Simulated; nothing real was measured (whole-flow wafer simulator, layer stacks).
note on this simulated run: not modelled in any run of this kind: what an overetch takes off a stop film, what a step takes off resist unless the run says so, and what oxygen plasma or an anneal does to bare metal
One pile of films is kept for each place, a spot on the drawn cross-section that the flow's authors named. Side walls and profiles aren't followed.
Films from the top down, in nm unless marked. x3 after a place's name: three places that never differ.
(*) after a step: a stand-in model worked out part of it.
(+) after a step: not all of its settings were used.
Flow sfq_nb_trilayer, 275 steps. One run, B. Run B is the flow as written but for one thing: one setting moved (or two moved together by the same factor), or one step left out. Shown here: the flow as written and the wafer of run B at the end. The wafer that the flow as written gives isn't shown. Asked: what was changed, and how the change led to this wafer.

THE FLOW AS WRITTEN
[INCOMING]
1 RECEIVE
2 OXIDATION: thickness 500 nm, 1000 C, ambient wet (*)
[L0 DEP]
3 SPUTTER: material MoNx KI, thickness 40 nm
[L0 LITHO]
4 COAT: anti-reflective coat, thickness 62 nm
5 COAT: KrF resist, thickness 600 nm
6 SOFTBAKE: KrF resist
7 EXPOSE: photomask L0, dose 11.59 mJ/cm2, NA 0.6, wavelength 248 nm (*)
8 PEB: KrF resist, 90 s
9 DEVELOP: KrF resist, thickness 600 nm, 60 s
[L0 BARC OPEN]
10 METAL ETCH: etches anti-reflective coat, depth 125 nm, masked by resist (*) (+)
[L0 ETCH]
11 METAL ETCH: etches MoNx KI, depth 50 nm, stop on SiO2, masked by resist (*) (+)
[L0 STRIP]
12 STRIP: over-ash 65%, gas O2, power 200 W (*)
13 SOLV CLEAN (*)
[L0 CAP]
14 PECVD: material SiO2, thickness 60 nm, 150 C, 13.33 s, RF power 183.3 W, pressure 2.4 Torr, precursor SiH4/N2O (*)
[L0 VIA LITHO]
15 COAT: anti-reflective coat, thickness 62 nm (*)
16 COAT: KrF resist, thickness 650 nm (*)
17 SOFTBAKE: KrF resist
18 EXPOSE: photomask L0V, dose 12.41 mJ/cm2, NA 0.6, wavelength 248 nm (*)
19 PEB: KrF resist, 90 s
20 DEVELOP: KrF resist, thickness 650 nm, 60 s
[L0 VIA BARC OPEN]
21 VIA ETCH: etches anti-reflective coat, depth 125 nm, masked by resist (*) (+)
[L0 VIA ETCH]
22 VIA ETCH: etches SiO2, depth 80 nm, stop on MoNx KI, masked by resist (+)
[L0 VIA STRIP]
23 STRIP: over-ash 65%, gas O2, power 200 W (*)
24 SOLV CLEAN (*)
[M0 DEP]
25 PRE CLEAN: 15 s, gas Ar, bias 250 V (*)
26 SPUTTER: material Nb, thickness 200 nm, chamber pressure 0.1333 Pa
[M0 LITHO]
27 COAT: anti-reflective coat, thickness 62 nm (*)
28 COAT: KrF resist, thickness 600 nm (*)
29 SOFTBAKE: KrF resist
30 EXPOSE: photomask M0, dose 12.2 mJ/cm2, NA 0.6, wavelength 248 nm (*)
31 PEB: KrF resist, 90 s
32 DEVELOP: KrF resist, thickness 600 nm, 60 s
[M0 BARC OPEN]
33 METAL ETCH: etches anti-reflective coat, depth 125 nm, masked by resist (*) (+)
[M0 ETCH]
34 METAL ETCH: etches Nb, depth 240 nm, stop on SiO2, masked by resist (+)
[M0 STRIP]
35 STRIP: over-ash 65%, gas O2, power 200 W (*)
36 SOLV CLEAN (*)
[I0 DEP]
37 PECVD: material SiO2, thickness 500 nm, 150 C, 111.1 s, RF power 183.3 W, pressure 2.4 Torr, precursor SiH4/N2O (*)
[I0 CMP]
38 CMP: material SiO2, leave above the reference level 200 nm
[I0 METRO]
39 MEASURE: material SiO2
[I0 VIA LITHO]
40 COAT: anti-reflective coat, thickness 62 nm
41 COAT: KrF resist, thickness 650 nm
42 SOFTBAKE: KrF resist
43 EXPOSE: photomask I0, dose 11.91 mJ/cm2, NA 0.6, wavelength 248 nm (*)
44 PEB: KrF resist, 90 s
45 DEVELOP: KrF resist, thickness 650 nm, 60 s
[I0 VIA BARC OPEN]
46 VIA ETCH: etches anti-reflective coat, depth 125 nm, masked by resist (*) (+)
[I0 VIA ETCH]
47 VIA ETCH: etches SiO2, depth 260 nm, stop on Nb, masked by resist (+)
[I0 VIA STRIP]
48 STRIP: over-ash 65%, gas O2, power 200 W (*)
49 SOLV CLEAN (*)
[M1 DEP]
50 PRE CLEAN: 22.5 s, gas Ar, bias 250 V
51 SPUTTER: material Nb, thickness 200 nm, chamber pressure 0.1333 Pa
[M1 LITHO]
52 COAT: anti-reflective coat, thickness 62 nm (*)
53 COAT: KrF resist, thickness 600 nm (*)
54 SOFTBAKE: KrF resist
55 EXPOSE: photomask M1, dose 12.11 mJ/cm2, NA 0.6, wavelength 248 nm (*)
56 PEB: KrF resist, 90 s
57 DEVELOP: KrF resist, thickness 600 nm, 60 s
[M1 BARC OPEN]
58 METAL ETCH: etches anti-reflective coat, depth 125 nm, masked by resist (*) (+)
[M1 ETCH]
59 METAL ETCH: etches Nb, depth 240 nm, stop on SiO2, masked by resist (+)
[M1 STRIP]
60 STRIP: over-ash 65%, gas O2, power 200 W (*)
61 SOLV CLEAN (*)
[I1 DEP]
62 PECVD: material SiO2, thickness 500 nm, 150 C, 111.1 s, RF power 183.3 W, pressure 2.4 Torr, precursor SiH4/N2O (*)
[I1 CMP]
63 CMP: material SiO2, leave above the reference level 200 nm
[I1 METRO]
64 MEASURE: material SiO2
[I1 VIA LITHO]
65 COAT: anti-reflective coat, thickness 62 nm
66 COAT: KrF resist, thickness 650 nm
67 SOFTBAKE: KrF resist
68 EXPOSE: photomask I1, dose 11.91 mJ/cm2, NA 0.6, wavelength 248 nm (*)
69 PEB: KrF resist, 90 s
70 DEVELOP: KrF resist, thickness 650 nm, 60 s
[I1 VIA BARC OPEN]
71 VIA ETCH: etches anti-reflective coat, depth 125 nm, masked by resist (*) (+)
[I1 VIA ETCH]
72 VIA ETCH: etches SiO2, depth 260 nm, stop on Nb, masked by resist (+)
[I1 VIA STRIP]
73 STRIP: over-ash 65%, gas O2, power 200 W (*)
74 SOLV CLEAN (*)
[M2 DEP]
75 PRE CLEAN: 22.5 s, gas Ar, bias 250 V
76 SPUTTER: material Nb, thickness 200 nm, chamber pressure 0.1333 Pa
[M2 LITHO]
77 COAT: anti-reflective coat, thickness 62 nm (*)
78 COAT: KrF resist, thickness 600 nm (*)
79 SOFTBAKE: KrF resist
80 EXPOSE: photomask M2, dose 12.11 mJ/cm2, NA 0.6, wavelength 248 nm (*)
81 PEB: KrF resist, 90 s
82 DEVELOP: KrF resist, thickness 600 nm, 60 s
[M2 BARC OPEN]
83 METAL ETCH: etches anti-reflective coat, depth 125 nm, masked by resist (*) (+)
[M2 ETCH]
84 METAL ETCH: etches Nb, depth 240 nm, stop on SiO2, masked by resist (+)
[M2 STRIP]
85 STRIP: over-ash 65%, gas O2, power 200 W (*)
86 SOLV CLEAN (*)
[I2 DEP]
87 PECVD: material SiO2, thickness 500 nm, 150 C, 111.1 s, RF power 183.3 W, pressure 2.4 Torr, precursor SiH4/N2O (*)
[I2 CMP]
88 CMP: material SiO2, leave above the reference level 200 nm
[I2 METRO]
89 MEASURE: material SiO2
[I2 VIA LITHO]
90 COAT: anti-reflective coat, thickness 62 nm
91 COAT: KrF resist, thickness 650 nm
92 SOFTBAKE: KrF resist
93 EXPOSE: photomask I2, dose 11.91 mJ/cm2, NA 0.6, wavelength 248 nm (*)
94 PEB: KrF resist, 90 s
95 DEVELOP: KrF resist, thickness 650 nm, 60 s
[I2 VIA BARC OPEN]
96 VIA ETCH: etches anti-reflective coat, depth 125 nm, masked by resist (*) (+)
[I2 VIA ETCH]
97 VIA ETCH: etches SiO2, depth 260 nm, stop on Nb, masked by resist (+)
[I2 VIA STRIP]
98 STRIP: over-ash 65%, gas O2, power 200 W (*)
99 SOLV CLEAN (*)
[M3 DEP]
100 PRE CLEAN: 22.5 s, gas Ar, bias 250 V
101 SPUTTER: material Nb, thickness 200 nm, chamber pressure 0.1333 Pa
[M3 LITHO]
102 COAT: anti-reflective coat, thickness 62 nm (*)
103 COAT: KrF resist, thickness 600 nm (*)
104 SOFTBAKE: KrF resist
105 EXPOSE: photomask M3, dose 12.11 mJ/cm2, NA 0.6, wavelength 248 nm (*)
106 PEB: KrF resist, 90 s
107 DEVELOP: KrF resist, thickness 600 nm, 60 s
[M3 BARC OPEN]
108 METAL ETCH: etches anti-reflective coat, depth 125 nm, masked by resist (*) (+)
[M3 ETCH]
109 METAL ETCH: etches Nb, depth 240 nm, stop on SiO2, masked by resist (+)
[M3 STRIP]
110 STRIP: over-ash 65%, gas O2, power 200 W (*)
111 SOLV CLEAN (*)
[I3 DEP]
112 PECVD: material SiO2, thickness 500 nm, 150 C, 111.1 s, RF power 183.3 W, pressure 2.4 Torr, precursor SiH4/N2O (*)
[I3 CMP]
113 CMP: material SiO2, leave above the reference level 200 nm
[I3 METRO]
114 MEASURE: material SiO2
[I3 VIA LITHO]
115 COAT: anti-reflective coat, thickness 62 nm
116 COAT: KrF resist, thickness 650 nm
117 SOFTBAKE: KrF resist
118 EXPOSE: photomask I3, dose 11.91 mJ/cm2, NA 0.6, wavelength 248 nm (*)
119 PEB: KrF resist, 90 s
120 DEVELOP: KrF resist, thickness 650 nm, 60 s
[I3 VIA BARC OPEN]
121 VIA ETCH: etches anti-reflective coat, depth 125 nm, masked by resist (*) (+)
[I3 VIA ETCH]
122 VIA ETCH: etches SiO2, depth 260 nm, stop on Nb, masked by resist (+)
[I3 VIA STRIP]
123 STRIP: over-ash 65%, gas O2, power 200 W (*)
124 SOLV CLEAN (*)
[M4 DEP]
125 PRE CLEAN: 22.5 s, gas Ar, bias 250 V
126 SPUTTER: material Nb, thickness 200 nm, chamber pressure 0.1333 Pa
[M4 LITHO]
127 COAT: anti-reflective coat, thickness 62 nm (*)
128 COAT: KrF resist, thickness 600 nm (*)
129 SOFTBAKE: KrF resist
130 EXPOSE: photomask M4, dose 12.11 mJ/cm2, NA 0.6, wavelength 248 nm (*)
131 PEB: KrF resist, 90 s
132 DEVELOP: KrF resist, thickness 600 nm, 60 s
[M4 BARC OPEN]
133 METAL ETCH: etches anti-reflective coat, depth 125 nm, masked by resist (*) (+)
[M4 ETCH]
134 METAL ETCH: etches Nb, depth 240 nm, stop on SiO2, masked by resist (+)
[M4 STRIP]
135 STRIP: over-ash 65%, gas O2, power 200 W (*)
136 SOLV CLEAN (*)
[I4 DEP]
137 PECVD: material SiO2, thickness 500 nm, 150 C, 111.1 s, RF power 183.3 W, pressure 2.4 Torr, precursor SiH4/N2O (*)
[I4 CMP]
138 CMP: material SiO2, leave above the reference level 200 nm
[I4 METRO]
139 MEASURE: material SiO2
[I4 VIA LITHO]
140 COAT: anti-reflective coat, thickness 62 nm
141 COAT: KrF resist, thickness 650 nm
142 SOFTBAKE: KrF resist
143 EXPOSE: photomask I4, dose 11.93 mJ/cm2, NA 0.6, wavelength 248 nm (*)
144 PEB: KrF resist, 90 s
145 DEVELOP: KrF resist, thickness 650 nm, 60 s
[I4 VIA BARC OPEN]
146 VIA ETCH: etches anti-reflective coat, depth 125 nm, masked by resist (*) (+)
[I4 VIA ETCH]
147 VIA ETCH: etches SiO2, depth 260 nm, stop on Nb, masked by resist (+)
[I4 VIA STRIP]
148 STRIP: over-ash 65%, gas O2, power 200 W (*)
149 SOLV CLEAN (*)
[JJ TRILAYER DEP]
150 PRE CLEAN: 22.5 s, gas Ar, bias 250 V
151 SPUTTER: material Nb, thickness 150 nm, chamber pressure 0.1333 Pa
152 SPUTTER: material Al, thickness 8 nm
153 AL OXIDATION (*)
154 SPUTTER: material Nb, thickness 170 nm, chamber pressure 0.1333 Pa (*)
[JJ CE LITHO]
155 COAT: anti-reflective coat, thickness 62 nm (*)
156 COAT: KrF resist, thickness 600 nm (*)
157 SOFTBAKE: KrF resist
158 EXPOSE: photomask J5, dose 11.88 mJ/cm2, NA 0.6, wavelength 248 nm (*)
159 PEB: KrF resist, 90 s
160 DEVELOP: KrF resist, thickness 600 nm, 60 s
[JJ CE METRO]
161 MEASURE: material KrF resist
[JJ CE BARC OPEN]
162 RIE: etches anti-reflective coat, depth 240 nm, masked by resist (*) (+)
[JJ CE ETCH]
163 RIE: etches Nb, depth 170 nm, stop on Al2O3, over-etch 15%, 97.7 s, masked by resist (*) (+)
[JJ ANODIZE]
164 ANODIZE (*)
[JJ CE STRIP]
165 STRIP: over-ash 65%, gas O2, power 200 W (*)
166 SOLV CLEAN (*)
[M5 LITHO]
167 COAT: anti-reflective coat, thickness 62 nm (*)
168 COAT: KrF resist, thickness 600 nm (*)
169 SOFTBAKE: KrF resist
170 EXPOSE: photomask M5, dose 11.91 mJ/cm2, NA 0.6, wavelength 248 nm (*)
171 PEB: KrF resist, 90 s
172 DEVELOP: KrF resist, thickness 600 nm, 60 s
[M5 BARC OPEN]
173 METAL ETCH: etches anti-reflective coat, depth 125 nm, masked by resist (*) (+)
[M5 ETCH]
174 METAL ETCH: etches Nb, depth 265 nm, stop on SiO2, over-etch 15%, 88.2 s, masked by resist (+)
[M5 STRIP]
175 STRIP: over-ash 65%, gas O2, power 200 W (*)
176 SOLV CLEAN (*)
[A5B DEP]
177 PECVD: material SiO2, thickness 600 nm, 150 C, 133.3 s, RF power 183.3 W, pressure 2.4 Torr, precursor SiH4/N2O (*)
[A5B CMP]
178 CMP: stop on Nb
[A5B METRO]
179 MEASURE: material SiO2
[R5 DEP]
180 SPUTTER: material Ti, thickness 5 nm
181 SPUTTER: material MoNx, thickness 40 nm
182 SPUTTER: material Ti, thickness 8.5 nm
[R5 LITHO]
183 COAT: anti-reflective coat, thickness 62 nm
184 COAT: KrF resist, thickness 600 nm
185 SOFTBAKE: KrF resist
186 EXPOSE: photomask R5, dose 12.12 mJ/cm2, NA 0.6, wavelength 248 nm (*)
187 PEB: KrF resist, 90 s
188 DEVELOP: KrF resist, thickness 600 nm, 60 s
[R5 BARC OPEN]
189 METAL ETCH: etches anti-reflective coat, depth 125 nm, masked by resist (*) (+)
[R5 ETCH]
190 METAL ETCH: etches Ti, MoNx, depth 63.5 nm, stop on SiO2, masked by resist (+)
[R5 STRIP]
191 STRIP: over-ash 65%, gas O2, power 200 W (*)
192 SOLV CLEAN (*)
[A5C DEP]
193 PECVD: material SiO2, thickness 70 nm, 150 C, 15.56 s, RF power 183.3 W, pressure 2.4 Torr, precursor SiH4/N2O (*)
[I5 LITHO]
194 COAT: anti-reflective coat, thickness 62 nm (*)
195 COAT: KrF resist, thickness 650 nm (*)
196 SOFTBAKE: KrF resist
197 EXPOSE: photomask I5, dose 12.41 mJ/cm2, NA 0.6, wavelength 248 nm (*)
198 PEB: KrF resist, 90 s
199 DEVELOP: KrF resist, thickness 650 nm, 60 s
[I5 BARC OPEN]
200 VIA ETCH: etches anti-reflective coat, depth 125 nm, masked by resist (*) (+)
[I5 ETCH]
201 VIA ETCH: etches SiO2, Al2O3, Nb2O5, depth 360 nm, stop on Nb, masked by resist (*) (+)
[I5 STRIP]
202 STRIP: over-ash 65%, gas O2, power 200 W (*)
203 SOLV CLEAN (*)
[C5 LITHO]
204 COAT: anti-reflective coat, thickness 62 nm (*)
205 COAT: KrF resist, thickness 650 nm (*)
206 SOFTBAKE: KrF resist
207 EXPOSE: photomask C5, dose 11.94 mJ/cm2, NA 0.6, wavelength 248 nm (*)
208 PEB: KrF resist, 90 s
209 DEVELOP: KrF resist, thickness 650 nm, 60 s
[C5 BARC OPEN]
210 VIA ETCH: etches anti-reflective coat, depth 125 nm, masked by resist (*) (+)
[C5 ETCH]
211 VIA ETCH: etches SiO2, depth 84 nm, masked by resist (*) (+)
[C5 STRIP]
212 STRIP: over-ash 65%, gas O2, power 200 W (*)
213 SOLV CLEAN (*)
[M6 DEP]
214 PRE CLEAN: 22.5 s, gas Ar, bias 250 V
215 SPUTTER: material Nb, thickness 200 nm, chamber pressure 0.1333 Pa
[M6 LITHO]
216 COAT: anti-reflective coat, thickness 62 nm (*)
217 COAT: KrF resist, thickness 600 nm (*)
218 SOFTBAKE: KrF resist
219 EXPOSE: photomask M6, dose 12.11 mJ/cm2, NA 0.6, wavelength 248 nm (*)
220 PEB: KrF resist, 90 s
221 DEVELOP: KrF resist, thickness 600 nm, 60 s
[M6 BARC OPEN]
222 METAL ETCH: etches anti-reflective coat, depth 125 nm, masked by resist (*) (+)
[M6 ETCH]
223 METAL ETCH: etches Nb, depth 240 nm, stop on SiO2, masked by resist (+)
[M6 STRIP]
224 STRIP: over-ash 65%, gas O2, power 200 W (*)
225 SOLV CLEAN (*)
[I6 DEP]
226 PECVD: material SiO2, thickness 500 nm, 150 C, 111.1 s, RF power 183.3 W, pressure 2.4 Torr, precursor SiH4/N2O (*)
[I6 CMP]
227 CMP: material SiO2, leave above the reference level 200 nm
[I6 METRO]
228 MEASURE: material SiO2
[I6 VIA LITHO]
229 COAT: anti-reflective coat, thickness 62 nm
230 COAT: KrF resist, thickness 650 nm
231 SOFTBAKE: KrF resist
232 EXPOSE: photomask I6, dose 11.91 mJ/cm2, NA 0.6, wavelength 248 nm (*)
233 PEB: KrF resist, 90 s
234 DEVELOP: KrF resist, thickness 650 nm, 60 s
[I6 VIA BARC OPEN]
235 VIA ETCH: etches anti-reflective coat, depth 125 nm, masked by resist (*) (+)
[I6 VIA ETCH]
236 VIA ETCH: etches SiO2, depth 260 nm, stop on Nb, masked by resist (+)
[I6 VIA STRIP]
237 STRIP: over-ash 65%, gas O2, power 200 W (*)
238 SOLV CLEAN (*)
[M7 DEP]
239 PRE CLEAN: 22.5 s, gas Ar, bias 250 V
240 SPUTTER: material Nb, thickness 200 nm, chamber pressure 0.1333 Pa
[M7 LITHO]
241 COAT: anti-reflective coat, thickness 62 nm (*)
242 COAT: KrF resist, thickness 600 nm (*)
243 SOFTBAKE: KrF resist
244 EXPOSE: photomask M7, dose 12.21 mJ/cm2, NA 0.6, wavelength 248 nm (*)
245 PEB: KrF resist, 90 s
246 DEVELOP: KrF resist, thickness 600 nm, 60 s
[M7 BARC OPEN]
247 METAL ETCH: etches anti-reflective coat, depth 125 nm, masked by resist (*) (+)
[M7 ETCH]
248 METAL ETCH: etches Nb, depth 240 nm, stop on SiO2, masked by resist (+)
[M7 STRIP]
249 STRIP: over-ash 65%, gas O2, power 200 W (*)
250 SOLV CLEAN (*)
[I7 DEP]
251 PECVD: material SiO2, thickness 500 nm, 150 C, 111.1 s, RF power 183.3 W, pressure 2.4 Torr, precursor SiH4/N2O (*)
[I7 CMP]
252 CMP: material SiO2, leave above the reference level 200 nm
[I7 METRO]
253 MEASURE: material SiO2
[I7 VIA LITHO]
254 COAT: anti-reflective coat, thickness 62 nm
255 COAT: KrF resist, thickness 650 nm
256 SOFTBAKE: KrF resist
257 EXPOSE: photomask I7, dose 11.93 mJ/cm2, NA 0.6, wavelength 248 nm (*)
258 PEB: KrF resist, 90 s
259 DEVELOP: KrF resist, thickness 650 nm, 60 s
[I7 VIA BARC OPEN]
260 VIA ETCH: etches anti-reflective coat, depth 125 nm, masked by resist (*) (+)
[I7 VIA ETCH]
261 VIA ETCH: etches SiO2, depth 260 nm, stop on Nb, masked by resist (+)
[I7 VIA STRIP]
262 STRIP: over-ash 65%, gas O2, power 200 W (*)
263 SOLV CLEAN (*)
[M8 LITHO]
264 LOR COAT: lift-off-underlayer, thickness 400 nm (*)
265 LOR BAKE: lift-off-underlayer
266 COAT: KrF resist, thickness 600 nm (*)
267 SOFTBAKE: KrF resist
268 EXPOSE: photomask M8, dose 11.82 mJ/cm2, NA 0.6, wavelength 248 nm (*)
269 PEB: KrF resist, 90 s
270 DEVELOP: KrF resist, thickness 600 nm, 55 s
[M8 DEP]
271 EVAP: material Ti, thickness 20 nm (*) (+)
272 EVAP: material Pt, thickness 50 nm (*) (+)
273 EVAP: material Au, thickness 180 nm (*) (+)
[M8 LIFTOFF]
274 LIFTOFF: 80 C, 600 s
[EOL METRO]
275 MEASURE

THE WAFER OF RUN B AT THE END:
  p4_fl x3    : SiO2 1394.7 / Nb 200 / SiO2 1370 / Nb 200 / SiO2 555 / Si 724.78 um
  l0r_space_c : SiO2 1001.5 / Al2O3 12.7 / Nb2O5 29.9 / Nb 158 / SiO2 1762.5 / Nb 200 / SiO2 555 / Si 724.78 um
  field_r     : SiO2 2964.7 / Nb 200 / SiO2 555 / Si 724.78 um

The cause: step 151, SPUTTER: thickness 168.8 nm was run, where the flow has thickness 150 nm.

How the change led to this, step by step:
  151 SPUTTER: material Nb, thickness 150 nm, chamber pressure 0.1333 Pa
      field_l, v_sur, via_sp and 100 more: Nb +168.8 (new film) (as written it would be: Nb +150 (new film))
      via_wl, via_w, via_wr: Nb +146.9 (as written it would be: Nb +130.4)
  155 COAT: anti-reflective coat, thickness 62 nm (*)
      via_wl, via_wr: anti-reflective coat +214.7 (new film) (as written it would be: anti-reflective coat +209.4 (new film))
  162 RIE: etches anti-reflective coat, depth 240 nm, masked by resist (*) (+)
      ce_l, c5j, ce_r, wl_jj: KrF resist -214.7 (as written it would be: KrF resist -209.4)
      via_wl, via_wr: anti-reflective coat -214.7 (all of it) (as written it would be: anti-reflective coat -209.4 (all of it))
  174 METAL ETCH: etches Nb, depth 265 nm, stop on SiO2, over-etch 15%, 88.2 s, masked by resist (+)
      field_l, r_sur, res and 50 more: Al2O3 -12.6 (all of it), Nb2O5 -29.9 (all of it), Nb -158 (all of it), SiO2 -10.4 (as written it would be: Al2O3 -12.6 (all of it), Nb2O5 -29.9 (all of it), Nb -139.2 (all of it), SiO2 -12.3)
  178 CMP: stop on Nb
      field_l, p4_fl x3, p4_w1 x9 and 29 more: SiO2 -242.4 (as written it would be: SiO2 -259.3)
      r_sur, res, r_end, moat, field_r, lsp_l: SiO2 -234.7 (as written it would be: SiO2 -252.3)
      (and at 5 more places)
